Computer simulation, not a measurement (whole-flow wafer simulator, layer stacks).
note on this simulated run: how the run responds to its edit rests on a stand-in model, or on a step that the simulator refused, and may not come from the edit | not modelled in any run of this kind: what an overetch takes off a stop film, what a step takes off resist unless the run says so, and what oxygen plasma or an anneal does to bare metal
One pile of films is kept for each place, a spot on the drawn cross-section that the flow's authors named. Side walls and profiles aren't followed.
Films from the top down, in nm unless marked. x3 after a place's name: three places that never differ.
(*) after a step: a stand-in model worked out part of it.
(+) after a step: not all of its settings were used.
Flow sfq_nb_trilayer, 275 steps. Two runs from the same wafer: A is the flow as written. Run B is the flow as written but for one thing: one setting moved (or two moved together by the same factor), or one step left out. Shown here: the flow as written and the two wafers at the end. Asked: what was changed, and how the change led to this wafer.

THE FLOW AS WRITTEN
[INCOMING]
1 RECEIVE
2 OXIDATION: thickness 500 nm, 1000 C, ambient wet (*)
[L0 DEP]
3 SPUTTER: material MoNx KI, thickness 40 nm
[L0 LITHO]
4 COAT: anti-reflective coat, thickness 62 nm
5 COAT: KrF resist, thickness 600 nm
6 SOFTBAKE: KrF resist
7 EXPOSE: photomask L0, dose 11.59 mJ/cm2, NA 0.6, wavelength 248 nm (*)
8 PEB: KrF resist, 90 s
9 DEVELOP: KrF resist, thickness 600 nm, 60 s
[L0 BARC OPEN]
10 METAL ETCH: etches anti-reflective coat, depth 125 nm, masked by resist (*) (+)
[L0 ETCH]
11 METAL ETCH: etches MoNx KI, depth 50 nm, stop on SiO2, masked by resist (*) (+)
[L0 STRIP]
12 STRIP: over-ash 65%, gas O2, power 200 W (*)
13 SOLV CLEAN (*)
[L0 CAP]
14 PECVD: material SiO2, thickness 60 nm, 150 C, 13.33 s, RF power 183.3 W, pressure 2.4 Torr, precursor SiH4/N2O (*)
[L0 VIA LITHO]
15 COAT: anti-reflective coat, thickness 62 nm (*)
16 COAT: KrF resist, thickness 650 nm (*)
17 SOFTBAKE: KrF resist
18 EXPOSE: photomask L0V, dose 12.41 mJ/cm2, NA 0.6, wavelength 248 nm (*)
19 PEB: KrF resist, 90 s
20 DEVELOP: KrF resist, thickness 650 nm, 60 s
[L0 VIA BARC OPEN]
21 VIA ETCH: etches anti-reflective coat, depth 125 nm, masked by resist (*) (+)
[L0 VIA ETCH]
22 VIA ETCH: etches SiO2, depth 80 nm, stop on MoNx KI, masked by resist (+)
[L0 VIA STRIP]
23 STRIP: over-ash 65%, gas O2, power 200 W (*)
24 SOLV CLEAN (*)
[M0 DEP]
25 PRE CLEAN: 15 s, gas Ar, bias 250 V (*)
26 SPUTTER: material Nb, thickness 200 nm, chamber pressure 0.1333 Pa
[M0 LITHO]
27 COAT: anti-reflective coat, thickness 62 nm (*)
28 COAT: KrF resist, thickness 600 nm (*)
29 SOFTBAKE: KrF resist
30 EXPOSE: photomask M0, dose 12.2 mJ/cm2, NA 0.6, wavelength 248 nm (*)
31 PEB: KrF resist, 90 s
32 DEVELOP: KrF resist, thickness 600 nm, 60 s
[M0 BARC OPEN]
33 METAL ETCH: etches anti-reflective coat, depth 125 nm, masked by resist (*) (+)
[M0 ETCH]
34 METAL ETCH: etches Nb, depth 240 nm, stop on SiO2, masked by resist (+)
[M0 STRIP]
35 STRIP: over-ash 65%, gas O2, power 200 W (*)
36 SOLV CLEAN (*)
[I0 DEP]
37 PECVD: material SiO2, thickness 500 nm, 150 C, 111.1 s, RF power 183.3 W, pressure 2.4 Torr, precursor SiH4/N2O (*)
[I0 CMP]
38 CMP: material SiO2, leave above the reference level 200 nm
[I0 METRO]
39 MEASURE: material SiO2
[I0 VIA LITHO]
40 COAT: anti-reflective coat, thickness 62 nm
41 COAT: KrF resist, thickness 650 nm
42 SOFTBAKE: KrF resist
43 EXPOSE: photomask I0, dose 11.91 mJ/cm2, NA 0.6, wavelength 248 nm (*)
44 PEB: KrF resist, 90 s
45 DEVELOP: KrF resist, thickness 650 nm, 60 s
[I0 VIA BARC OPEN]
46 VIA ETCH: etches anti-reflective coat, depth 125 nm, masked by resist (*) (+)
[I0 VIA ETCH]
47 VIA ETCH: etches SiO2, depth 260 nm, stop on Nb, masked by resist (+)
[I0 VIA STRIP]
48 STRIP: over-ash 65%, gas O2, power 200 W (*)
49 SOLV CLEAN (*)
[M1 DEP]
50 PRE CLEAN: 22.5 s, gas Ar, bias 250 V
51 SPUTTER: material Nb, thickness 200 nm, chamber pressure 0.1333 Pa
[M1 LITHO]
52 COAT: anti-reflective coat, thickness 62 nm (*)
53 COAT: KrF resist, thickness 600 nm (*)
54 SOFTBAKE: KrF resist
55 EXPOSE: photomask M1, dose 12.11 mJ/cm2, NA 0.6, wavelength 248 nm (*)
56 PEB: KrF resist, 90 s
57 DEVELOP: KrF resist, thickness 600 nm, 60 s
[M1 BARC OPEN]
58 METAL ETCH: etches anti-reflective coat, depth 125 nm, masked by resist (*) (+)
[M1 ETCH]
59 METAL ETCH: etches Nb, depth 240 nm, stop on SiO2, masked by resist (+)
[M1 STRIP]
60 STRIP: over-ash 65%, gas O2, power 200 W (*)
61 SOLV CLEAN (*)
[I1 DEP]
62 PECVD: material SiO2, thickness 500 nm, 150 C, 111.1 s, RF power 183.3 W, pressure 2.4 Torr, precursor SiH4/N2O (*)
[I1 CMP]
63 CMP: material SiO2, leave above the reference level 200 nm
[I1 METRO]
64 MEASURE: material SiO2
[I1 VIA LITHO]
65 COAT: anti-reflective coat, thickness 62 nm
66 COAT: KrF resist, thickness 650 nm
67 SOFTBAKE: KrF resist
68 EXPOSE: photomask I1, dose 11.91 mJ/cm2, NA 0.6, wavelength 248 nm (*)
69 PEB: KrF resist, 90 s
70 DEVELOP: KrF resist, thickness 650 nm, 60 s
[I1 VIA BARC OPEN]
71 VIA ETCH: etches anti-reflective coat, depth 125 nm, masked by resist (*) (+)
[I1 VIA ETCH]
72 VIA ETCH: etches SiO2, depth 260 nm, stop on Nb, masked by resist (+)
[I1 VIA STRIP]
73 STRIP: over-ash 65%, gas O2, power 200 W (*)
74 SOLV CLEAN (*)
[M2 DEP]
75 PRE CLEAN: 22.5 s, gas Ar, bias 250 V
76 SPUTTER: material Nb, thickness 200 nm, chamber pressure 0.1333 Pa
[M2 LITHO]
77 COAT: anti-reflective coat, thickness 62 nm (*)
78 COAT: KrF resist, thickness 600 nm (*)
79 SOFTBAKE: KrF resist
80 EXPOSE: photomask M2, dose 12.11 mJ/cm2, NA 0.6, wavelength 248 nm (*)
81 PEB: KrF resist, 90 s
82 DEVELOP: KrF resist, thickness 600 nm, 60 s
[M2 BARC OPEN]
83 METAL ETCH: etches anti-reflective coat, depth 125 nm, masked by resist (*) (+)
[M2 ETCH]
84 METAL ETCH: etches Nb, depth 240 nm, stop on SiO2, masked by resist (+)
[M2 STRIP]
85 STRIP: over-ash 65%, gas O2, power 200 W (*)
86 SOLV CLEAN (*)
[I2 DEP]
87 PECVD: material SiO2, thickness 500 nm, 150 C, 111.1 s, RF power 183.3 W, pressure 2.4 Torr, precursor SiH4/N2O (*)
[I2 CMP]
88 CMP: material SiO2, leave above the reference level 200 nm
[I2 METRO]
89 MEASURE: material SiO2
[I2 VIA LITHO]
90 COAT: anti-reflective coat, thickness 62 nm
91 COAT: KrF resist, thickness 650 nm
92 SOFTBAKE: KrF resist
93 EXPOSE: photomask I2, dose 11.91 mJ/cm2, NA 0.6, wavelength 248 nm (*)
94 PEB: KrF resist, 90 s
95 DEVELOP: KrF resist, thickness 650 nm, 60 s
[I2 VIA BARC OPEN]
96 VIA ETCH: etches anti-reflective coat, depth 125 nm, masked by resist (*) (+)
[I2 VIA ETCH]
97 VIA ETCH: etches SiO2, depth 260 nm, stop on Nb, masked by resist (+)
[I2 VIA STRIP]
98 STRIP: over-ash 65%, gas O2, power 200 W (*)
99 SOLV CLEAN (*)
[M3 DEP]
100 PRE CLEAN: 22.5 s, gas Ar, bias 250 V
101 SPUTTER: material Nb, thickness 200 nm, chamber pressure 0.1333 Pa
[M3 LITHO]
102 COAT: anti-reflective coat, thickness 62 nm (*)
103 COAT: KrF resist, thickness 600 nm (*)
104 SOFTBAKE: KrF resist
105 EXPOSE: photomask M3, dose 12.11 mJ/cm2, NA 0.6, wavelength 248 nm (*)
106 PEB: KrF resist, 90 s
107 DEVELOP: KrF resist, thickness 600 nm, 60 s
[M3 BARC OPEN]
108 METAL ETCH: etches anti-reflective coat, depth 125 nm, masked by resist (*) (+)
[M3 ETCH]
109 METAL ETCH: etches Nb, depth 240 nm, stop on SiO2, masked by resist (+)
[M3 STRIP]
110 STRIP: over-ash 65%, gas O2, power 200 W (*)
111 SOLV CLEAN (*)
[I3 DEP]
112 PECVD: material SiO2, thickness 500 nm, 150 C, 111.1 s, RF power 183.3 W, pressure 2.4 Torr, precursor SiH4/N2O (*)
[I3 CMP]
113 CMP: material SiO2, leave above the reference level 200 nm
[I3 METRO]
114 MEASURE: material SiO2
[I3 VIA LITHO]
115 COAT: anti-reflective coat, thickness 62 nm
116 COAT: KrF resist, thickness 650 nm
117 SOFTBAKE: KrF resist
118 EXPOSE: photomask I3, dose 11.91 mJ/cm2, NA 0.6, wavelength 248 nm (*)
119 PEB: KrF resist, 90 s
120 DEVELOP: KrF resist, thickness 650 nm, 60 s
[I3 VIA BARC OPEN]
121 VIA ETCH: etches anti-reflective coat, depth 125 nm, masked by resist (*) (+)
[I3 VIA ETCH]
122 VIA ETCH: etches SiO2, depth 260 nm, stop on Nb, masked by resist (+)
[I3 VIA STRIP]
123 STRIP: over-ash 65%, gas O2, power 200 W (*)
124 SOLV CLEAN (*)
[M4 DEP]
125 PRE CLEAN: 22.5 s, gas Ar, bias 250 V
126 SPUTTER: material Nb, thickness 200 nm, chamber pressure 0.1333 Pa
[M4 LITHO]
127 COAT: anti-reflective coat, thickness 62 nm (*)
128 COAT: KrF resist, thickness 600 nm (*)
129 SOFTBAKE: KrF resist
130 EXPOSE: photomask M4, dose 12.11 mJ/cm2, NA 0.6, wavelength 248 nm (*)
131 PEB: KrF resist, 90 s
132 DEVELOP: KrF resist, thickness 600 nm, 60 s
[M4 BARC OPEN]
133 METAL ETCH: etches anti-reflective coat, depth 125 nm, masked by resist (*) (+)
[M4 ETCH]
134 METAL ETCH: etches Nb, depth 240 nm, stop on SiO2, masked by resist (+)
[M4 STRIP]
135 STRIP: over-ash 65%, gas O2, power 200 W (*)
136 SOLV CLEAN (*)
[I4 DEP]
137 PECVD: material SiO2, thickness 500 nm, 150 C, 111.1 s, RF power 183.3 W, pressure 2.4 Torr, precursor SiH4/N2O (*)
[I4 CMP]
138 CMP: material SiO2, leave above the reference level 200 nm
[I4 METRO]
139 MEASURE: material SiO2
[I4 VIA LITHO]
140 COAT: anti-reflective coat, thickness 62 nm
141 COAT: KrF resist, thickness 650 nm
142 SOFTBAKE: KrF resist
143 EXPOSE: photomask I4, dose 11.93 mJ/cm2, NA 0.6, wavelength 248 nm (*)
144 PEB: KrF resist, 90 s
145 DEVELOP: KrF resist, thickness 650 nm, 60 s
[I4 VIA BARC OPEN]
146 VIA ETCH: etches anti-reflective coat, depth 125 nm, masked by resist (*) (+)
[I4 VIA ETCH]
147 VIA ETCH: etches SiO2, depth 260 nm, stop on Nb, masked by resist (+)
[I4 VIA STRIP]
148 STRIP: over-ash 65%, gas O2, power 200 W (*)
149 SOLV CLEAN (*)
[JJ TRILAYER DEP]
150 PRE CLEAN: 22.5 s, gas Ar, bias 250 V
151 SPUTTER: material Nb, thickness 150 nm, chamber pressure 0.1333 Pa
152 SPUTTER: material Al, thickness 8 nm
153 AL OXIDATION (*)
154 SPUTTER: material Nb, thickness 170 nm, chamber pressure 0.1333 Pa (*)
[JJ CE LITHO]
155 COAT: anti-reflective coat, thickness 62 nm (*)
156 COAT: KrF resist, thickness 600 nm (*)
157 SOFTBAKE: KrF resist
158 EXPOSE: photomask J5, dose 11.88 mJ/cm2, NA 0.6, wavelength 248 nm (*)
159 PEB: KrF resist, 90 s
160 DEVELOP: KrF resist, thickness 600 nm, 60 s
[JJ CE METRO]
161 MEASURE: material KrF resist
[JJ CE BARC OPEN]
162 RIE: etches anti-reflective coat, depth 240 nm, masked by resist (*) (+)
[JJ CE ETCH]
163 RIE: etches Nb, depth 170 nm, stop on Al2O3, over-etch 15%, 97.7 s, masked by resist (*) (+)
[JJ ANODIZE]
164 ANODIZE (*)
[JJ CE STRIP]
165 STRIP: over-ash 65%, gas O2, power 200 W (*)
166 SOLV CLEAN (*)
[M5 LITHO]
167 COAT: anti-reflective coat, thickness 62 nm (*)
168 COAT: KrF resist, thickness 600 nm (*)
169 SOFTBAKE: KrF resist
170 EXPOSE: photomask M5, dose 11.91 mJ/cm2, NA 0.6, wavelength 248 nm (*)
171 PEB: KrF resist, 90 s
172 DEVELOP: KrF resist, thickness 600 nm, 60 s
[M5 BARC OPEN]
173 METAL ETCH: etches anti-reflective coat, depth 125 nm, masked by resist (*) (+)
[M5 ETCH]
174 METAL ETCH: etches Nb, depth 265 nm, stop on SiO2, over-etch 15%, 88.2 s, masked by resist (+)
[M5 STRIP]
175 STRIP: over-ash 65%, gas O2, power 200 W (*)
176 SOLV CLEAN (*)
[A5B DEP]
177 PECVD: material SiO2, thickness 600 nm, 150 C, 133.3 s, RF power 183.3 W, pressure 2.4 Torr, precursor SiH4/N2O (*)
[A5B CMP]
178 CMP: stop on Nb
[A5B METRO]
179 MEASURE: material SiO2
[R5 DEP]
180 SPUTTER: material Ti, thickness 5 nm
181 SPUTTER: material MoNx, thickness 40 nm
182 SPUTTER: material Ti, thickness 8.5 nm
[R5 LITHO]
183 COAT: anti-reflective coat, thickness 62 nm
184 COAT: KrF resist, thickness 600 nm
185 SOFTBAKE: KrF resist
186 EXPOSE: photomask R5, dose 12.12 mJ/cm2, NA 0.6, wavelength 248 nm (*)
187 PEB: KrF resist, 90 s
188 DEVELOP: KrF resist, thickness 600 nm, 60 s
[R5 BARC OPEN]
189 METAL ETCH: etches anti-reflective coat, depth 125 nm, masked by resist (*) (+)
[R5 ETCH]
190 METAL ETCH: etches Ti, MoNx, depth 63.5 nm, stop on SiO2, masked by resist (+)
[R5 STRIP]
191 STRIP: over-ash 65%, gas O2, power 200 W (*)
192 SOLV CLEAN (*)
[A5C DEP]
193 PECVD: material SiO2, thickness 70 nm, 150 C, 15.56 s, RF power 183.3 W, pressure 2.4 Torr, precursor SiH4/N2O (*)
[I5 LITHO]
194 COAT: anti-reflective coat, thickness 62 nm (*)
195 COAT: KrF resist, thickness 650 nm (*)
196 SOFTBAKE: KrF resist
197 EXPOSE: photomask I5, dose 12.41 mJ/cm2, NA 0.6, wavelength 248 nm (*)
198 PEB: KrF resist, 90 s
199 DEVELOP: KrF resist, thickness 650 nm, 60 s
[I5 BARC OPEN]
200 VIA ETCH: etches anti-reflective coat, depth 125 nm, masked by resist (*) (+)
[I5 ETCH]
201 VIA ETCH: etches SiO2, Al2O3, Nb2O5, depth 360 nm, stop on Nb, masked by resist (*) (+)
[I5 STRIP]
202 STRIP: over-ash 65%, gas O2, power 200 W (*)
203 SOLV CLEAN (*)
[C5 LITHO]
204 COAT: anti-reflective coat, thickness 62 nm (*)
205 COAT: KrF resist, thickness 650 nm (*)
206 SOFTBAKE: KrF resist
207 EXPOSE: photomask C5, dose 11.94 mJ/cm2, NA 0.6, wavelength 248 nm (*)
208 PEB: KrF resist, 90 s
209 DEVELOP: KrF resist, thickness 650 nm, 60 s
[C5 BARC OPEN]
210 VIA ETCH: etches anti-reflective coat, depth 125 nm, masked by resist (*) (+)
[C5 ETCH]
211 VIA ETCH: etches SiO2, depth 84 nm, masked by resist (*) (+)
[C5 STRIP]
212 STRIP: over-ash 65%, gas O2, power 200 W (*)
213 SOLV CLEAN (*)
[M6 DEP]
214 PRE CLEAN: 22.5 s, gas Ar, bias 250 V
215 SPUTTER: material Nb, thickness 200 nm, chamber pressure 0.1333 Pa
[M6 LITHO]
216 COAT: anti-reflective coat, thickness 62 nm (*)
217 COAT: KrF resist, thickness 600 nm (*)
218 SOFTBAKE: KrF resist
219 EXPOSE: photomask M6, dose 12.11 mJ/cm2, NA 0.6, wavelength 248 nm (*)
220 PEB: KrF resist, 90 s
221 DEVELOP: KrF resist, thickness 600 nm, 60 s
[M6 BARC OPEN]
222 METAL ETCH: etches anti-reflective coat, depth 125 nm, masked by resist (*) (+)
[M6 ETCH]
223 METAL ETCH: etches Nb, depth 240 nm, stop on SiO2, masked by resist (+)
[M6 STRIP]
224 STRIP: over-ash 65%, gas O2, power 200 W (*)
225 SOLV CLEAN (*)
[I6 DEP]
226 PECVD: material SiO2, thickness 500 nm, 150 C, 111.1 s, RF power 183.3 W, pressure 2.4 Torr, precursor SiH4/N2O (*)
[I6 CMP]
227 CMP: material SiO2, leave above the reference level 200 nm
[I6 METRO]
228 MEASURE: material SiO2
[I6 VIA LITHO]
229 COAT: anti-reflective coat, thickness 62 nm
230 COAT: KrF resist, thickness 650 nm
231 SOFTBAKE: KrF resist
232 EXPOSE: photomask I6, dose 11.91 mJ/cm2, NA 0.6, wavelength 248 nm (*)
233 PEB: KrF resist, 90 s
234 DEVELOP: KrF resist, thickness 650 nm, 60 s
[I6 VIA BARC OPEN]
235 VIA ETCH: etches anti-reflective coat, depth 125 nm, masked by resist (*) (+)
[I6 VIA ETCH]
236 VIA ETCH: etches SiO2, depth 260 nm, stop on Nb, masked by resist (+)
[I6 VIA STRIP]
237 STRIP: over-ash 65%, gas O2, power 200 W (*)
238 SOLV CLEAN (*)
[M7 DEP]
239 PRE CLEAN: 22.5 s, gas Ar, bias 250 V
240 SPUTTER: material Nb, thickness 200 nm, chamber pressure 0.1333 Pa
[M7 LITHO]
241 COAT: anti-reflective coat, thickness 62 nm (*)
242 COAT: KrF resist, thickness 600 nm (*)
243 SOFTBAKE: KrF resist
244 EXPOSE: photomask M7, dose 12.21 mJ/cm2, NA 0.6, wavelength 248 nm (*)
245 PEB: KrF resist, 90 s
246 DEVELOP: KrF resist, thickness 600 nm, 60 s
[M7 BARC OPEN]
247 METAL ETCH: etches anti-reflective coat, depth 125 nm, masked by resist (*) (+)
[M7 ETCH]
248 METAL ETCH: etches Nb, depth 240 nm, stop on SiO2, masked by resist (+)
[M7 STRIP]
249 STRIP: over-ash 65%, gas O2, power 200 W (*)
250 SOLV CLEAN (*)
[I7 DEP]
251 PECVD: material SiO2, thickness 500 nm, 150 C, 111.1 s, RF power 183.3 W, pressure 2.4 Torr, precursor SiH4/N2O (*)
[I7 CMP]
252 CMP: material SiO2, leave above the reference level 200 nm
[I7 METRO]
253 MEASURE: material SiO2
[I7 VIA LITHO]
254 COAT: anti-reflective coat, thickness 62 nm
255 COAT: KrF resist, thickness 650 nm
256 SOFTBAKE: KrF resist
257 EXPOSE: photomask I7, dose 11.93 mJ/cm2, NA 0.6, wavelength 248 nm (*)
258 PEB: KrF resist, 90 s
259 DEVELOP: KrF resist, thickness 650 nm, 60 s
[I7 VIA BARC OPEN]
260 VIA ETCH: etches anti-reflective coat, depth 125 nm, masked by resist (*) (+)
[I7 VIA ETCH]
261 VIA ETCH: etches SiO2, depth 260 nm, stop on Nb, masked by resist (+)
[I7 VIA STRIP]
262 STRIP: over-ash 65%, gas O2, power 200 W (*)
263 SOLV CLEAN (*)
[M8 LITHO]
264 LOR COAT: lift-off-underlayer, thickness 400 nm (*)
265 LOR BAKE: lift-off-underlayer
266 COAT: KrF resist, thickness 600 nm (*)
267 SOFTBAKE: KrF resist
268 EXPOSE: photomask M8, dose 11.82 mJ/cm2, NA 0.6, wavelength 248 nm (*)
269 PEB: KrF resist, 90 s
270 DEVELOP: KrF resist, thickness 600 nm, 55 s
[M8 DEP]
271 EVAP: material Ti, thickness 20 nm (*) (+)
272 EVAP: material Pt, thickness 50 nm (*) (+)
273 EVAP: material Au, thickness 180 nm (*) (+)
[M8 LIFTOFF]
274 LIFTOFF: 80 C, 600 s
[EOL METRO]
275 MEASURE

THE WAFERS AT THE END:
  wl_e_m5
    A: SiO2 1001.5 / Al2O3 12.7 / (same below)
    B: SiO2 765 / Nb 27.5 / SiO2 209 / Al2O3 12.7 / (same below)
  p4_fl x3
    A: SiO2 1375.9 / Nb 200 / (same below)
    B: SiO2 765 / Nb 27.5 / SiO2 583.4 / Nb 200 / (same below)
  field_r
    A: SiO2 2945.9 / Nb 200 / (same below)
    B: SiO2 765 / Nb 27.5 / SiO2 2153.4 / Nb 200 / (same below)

The cause: step 223, METAL ETCH: depth 172.5 nm was run, where the flow has depth 240 nm.

How the change led to this, step by step:
  223 METAL ETCH: etches Nb, depth 240 nm, stop on SiO2, masked by resist (+)
      field_l, gap, moat and 76 more: A Nb -200 (all of it) | B Nb -172.5
      v_sur, via_wl, via_w and 24 more: A KrF resist -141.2 | B KrF resist -101.5
  224 STRIP: over-ash 65%, gas O2, power 200 W (*)
      wl_j_sl, wl_j_sr: A KrF resist -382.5 (all of it), anti-reflective coat -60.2 (all of it) | B KrF resist -422.2 (all of it), anti-reflective coat -60.2 (all of it)
      wl_c_m6, wl_f_m6: A KrF resist -382.3 (all of it), anti-reflective coat -62 (all of it) | B KrF resist -422 (all of it), anti-reflective coat -62 (all of it)
      (and at 23 more places)
  226 PECVD: material SiO2, thickness 500 nm, 150 C, 111.1 s, RF power 183.3 W, pressure 2.4 Torr, precursor SiH4/N2O (*)
      field_l, p4_fl x3, p4_w1 x9 and 52 more: A SiO2 +500 | B SiO2 +500 (new film)
      moat, field_r, lsp_l, ln_m5, lsp_m: A SiO2 +493.6 | B SiO2 +494.5 (new film)
      (and at 9 more places)
  227 CMP: material SiO2, leave above the reference level 200 nm
      field_l, p4_fl x3, p4_w1 x9 and 49 more: A SiO2 -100 | B SiO2 -127.5
      moat, field_r, lsp_l, ln_m5, lsp_m: A SiO2 -93.6 | B SiO2 -122
      (and at 8 more places)
Counting metal films that touch as one body, wl_e_m5 has 7 bodies (between them, from the top down: SiO2 209 / Al2O3 12.7 / Nb2O5 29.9; SiO2 192.5; SiO2 192.5; SiO2 192.5; SiO2 192.5; SiO2 192.5); the flow as written gives 6 bodies (between them, from the top down: SiO2 192.5; SiO2 192.5; SiO2 192.5; SiO2 192.5; SiO2 192.5).
Counting metal films that touch as one body, p4_fl x3 has 3 bodies (between them, from the top down: SiO2 583.4; SiO2 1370); the flow as written gives 2 bodies (between them, from the top down: SiO2 1370).
Counting metal films that touch as one body, field_r has 2 bodies (between them, from the top down: SiO2 2153.4); the flow as written gives 1 body.
